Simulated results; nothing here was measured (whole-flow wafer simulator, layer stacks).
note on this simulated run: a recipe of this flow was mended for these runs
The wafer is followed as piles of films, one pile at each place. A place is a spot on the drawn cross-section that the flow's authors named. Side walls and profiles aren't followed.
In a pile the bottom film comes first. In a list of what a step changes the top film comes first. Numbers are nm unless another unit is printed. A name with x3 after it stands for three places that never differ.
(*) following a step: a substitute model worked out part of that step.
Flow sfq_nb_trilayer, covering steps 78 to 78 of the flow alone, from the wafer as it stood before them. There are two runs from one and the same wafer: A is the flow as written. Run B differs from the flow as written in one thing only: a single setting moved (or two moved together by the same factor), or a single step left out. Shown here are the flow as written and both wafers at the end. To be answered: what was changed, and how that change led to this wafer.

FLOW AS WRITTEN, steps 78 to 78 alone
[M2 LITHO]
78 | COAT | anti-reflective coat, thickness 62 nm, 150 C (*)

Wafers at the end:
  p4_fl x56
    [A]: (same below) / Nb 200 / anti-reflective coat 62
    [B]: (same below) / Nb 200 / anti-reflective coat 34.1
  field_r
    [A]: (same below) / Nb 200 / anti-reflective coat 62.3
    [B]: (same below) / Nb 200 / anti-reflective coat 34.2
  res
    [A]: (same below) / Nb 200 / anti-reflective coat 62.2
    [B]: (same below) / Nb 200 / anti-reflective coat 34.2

What caused this: step 78, COAT: thickness 34.1 nm was run, whereas the flow has thickness 62 nm.
The wafer lets one read it off: p4_fl x56 has anti-reflective coat 34.1, and step 78 as written asks for 62 nm.

Step by step, how the change led to this:
  78 | COAT | anti-reflective coat, thickness 62 nm, 150 C (*)
      p4_fl x56, wl_j_sl x16, l0r_line_l x3, m0r_space_l x2: A anti-reflective coat gains 62 (new film) | B anti-reflective coat gains 34.1 (new film)
      field_r, lsp_l, ln_m5, lsp_m, ln_m6, lsp_r, l0_sur, l0v: A anti-reflective coat gains 62.3 (new film) | B anti-reflective coat gains 34.2 (new film)
      (also at 21 further places)
